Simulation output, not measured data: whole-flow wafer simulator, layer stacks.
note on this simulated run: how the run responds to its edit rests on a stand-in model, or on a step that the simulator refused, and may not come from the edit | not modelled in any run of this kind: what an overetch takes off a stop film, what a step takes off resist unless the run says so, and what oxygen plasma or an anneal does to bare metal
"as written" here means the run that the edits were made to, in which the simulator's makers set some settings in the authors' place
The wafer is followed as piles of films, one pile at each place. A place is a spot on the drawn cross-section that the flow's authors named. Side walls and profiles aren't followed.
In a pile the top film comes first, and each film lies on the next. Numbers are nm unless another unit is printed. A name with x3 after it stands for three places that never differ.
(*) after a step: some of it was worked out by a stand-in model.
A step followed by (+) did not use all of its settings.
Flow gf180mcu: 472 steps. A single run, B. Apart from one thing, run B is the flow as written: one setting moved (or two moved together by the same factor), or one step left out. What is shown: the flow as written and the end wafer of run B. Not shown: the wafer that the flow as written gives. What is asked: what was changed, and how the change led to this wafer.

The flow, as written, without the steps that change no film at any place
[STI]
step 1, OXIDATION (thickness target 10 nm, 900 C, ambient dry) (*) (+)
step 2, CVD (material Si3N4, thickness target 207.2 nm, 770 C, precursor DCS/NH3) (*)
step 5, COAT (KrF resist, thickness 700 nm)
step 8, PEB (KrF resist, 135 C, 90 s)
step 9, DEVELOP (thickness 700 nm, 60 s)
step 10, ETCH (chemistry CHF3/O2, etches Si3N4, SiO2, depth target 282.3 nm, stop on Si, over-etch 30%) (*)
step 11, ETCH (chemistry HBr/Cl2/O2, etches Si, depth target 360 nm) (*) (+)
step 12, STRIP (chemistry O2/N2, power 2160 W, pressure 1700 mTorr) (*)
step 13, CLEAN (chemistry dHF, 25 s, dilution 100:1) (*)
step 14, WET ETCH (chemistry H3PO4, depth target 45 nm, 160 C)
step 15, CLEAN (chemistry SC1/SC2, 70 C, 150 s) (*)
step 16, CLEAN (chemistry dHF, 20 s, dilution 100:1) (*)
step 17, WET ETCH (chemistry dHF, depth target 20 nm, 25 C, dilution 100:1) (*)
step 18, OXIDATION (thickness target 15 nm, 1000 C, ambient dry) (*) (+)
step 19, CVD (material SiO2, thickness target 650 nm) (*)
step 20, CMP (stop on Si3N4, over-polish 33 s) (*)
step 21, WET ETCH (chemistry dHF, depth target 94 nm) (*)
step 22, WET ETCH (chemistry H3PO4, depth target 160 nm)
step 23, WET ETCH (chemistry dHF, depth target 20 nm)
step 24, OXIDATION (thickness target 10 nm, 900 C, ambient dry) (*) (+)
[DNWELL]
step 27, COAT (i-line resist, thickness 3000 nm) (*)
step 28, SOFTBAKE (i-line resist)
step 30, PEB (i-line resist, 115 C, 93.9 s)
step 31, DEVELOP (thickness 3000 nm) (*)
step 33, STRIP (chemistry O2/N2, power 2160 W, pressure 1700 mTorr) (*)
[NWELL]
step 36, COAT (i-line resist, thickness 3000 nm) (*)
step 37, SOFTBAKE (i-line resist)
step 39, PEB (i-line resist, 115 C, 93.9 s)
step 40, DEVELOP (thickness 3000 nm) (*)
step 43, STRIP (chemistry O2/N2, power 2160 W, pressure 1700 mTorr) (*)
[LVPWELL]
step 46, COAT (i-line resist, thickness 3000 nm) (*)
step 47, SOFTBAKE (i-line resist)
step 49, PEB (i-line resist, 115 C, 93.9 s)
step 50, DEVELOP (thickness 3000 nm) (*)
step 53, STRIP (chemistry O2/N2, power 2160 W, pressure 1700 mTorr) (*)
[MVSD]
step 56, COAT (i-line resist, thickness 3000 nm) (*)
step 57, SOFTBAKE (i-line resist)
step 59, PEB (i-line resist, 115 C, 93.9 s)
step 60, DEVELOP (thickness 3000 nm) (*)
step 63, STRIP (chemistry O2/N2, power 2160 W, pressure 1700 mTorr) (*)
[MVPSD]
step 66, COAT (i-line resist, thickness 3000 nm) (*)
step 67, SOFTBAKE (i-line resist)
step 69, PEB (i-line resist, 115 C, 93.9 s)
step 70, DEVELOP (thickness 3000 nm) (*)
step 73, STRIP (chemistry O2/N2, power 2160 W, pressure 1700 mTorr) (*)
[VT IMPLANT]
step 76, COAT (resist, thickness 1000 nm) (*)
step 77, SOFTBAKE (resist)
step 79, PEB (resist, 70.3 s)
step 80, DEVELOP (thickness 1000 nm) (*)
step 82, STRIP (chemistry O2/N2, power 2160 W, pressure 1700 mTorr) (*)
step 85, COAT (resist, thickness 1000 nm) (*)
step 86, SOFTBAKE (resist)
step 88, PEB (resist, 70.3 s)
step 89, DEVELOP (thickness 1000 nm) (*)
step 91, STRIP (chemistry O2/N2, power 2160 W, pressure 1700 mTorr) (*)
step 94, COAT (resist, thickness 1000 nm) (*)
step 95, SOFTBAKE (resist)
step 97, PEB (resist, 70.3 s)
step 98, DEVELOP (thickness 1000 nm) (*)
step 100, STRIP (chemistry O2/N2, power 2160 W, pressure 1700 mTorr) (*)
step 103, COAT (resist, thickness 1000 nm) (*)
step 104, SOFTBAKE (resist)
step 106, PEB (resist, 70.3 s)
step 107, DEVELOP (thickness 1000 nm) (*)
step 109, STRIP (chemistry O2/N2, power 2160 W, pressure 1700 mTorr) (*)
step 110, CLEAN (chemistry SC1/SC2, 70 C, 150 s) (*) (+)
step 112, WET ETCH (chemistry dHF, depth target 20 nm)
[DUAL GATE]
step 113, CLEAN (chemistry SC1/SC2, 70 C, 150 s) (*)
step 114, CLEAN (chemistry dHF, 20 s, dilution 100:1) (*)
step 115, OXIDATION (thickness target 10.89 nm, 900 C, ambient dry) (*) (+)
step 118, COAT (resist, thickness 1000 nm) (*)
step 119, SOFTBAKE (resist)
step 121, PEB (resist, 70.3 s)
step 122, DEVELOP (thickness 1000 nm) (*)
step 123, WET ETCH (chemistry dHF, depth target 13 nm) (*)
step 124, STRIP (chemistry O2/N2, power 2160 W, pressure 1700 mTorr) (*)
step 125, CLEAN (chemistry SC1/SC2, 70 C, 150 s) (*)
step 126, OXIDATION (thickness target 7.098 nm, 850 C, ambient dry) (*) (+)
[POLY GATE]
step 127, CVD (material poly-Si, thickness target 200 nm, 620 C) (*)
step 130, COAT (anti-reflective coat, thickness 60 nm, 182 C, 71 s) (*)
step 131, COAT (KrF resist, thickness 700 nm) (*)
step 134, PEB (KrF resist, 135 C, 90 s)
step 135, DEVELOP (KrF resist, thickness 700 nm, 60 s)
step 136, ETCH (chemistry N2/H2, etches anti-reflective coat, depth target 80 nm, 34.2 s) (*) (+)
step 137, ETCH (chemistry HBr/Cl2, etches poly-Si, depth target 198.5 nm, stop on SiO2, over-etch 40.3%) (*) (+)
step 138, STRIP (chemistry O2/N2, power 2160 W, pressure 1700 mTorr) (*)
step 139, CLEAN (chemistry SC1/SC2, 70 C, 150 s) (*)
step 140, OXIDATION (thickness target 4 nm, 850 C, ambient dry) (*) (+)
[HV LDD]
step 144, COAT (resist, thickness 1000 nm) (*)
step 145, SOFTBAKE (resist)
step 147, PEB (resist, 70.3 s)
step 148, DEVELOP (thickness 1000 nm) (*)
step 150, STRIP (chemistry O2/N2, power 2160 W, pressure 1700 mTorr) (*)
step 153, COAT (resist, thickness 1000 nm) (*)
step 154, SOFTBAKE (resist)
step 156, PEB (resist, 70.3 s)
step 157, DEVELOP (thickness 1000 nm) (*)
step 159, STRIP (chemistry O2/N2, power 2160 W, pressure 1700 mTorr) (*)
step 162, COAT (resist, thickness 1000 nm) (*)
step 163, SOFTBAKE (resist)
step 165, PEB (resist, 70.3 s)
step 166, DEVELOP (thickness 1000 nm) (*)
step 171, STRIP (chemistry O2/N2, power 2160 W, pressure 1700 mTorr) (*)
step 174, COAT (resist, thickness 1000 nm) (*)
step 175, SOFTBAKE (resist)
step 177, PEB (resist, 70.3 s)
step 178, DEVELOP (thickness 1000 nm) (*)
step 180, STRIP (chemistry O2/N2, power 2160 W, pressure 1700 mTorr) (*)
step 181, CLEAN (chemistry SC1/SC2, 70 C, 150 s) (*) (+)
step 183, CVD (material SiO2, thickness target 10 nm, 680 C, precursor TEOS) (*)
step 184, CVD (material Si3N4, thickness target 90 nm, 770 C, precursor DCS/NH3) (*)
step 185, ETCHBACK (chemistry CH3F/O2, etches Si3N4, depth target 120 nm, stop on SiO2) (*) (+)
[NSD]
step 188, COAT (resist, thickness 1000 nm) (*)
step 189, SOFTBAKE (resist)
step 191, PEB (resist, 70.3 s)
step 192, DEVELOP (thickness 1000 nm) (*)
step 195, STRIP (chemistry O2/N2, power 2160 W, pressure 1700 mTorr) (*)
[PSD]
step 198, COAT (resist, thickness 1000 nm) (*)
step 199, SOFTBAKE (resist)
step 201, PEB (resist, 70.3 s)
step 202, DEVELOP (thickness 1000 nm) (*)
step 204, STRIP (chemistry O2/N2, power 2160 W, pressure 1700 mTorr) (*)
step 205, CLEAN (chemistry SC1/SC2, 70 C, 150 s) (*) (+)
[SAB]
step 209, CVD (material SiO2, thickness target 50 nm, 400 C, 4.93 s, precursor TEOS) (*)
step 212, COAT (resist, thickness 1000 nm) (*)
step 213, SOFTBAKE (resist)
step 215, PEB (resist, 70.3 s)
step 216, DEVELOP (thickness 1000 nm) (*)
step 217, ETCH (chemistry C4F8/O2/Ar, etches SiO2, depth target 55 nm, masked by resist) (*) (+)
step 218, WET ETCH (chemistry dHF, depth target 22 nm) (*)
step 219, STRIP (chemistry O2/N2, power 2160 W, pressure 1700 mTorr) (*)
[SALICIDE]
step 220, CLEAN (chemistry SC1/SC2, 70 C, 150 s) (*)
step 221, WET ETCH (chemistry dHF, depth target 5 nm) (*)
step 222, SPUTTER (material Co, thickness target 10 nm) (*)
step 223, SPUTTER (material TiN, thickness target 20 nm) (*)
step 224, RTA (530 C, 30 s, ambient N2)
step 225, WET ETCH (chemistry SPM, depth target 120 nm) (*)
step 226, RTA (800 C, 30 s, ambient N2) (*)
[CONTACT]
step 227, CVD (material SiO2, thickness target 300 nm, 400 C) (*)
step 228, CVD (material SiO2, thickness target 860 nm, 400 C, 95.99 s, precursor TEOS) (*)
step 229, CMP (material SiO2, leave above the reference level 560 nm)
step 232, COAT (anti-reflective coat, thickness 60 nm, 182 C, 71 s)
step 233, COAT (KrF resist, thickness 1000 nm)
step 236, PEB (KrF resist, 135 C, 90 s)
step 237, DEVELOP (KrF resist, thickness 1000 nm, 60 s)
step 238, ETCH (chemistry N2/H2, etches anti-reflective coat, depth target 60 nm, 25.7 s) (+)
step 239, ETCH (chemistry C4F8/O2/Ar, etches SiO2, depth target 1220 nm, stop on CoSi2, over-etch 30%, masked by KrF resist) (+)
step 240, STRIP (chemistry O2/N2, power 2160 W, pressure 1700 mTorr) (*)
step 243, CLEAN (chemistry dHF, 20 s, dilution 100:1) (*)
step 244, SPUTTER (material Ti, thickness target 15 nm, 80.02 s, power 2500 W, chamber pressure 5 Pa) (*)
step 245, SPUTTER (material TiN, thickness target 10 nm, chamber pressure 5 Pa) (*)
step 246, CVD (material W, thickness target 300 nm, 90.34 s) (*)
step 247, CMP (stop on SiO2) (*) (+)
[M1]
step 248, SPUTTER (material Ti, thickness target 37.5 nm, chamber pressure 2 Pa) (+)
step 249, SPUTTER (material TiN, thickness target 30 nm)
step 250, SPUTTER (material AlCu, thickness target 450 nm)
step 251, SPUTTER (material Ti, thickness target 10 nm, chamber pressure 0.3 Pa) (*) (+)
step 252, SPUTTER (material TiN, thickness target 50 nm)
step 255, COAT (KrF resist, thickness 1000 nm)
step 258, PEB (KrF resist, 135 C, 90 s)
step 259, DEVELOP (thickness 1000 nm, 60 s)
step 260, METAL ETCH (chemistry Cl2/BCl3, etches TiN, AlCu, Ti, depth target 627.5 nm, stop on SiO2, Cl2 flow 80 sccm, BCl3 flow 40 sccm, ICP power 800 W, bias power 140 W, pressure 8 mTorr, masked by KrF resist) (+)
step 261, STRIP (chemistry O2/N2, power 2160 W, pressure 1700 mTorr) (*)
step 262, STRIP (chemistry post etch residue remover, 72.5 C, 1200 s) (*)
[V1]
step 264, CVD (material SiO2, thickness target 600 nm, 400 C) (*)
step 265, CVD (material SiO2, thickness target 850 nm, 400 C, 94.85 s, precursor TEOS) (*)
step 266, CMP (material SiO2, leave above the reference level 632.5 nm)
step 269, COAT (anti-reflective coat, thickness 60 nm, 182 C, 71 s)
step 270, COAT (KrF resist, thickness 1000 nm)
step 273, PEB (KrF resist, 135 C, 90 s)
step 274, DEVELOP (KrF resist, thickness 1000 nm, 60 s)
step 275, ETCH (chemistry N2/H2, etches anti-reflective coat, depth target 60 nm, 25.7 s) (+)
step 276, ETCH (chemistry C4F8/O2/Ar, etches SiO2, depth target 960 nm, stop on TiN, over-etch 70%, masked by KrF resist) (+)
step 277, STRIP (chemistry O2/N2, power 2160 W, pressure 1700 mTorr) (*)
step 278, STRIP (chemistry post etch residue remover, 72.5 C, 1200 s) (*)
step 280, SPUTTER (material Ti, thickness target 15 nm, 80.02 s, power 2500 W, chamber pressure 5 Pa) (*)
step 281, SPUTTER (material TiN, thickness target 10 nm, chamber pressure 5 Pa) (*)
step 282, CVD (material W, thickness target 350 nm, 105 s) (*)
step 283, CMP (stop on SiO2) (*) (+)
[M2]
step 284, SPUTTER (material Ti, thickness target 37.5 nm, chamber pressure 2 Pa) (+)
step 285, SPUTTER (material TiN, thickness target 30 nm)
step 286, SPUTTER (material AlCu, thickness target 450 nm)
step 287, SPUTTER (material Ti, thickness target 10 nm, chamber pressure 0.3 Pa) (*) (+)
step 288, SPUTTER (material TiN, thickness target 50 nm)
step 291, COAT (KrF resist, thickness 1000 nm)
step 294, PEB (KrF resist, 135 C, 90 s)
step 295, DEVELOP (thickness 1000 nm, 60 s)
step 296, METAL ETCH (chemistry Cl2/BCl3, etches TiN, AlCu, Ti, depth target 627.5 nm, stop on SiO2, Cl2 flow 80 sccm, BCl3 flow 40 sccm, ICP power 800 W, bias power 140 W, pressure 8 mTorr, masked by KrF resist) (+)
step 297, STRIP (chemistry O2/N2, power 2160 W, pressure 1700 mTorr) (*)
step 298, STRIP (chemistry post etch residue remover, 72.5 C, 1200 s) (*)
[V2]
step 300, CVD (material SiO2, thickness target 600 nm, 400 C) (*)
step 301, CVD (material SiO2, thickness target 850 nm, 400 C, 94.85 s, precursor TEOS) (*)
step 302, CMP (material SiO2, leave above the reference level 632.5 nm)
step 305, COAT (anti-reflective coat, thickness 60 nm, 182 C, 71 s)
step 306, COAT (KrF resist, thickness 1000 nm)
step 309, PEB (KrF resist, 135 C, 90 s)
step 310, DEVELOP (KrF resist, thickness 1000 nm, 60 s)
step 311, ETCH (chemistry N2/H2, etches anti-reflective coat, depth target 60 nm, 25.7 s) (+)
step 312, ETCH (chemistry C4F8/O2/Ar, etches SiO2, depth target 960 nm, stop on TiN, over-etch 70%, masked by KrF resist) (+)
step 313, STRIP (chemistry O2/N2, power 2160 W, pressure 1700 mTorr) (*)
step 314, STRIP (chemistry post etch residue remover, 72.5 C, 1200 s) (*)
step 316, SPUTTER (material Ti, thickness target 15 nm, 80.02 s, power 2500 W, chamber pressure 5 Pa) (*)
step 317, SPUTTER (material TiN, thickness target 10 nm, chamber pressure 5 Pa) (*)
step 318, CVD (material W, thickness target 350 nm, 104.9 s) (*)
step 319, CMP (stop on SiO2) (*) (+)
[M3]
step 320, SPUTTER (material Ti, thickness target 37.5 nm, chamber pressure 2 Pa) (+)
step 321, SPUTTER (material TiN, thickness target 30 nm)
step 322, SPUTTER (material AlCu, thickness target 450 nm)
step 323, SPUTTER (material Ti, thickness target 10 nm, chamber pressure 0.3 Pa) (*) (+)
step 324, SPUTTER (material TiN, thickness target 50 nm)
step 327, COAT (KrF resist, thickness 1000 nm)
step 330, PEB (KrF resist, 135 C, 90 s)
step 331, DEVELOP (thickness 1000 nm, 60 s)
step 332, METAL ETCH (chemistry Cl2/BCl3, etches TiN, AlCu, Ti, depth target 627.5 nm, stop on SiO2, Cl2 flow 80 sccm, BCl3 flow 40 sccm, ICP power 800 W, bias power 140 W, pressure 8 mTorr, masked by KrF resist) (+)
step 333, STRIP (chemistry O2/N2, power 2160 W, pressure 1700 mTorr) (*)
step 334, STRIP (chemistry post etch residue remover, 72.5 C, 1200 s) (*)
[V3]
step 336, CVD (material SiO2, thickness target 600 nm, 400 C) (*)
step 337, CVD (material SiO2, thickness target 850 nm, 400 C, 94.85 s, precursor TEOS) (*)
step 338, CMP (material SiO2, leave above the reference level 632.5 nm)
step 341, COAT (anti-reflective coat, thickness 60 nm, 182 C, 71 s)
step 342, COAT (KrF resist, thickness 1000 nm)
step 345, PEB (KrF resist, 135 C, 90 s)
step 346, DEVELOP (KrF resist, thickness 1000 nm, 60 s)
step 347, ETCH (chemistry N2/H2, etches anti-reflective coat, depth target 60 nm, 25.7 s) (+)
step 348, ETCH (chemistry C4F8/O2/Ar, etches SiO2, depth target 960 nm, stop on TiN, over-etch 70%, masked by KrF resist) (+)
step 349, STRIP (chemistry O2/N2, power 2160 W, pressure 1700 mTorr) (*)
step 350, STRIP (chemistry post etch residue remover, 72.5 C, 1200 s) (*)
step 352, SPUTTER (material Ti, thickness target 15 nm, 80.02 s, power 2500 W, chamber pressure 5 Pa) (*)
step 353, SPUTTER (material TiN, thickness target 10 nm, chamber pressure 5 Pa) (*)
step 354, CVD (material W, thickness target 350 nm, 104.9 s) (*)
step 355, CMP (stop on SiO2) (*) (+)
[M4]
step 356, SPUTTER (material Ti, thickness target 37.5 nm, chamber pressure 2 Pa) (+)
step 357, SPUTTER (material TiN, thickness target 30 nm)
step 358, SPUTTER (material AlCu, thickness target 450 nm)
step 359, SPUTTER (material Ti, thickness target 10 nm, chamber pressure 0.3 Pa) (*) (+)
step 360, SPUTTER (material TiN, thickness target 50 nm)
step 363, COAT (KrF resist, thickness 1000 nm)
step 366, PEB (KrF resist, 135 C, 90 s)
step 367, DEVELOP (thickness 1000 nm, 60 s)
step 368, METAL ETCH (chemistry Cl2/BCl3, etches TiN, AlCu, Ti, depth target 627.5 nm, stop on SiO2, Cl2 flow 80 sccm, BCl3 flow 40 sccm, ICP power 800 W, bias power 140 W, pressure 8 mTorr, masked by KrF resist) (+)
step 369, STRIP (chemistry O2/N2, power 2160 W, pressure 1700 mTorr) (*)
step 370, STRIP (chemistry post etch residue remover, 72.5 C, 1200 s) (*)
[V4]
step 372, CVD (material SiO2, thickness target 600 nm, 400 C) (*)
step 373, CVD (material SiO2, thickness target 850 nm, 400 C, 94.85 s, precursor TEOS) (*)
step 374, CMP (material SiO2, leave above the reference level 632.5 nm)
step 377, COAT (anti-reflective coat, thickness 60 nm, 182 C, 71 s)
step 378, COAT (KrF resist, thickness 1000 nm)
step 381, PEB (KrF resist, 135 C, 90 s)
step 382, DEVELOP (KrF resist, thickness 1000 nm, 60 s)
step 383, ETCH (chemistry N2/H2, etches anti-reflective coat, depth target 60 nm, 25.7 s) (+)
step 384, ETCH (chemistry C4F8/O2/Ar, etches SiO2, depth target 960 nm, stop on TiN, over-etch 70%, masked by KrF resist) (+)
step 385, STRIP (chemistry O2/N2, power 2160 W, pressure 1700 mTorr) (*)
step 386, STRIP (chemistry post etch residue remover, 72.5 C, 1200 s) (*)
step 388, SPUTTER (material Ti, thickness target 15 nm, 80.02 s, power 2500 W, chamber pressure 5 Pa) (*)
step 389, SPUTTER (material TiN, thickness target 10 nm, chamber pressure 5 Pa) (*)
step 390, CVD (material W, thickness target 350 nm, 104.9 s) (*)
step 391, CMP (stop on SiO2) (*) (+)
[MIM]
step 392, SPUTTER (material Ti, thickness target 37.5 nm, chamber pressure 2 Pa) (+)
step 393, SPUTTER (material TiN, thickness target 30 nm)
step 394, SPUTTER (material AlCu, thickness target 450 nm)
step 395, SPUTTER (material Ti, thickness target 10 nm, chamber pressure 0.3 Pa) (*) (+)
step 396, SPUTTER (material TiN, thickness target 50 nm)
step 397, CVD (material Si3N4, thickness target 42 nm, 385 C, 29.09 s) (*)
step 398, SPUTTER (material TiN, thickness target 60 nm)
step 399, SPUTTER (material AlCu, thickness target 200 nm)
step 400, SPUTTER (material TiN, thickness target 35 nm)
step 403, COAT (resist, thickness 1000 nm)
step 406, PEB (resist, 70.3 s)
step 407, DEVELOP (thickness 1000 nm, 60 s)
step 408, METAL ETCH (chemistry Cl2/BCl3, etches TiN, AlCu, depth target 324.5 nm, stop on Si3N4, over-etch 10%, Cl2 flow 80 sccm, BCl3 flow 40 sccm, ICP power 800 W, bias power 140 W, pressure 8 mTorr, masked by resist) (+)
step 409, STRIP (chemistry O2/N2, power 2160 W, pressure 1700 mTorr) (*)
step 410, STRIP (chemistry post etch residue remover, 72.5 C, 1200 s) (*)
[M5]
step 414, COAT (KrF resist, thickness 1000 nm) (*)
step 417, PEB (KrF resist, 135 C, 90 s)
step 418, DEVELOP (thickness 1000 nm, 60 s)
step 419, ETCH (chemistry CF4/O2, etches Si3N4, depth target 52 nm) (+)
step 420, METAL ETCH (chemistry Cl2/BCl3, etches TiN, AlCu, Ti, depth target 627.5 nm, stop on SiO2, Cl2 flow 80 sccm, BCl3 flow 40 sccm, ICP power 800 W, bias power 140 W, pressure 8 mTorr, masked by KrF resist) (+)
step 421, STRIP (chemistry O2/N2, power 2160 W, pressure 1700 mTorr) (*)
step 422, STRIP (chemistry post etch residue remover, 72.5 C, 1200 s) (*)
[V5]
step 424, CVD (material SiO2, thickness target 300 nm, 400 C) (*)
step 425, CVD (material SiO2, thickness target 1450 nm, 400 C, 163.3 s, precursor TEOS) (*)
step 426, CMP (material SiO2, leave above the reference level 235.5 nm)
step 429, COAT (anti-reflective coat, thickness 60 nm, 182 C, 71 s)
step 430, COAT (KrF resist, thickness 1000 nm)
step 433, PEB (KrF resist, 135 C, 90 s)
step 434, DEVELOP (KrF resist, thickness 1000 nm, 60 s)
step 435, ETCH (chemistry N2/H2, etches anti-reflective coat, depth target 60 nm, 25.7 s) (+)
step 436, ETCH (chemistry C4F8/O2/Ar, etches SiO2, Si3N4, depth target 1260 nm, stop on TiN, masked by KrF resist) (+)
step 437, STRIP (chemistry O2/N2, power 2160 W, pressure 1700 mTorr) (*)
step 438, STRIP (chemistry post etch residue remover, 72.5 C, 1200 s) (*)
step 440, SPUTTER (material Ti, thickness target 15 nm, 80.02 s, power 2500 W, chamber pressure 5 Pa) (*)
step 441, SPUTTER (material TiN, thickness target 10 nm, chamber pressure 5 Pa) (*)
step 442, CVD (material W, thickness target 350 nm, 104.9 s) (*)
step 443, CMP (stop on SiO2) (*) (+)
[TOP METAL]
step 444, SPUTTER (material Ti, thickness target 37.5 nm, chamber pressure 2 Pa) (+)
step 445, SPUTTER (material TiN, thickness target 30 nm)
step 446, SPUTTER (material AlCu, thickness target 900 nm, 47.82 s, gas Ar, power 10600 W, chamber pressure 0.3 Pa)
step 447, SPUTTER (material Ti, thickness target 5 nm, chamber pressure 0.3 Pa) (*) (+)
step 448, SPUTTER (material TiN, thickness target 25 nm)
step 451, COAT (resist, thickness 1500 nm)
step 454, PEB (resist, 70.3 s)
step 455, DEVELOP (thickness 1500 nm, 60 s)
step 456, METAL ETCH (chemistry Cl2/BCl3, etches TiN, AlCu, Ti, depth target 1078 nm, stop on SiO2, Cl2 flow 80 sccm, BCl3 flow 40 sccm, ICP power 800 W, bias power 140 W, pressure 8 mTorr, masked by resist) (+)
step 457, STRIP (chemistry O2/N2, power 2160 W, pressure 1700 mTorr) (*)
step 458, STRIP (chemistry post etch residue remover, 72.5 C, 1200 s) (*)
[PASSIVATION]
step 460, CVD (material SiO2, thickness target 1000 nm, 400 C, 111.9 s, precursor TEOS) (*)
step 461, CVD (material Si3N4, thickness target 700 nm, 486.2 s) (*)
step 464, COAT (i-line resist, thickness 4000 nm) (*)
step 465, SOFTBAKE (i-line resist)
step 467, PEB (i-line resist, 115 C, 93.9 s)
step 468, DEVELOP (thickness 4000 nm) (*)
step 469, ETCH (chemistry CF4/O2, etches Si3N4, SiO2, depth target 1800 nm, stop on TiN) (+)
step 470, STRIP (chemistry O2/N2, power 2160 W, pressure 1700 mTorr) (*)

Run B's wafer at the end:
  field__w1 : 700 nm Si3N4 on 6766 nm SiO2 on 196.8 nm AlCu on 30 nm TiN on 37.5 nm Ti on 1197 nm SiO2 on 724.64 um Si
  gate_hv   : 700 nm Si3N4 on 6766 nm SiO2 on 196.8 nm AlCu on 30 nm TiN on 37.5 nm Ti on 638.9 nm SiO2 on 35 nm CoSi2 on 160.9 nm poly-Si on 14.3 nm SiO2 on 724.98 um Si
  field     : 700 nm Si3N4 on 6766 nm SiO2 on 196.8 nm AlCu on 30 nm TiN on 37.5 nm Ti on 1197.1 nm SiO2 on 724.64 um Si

What caused this: step 260, METAL ETCH: depth target 307.5 nm was run, though the flow has depth target 627.5 nm.

Step by step, how the change led to this:
  step 260, METAL ETCH (chemistry Cl2/BCl3, etches TiN, AlCu, Ti, depth target 627.5 nm, stop on SiO2, Cl2 flow 80 sccm, BCl3 flow 40 sccm, ICP power 800 W, bias power 140 W, pressure 8 mTorr, masked by KrF resist) (+)
      field, field__w1, field__w2 and 99 more: -50 TiN (all of it), -10 Ti (all of it), -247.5 AlCu (it would be, as written: -50 TiN (all of it), -10 Ti (all of it), -450 AlCu (all of it), -30 TiN (all of it), -37.5 Ti (all of it))
      field__w8, contact, m1 and 6 more: -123 KrF resist (it would be, as written: -251 KrF resist)
  step 261, STRIP (chemistry O2/N2, power 2160 W, pressure 1700 mTorr) (*)
      field__w8, contact, m1 and 6 more: -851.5 KrF resist (all of it) (it would be, as written: -723.5 KrF resist (all of it))
  step 262, STRIP (chemistry post etch residue remover, 72.5 C, 1200 s) (*)
      field, field__w1, field__w2 and 99 more: -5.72 AlCu (it would be, as written: nothing)
  step 264, CVD (material SiO2, thickness target 600 nm, 400 C) (*)
      field, field__w1, field__w2 and 99 more: +600 SiO2 (new film) (it would be, as written: +600 SiO2)
  step 266, CMP (material SiO2, leave above the reference level 632.5 nm)
      field, field__w1, field__w2 and 99 more: -564.3 SiO2 (it would be, as written: -300 SiO2)
Taking metal films that touch as one body, field__w1 has 1 body; the flow as written gives 0 bodies.
Taking metal films that touch as one body, gate_hv has 2 bodies (between them, from the top down: SiO2 638.9); the flow as written gives 1 body.
Taking metal films that touch as one body, field has 1 body; the flow as written gives 0 bodies.
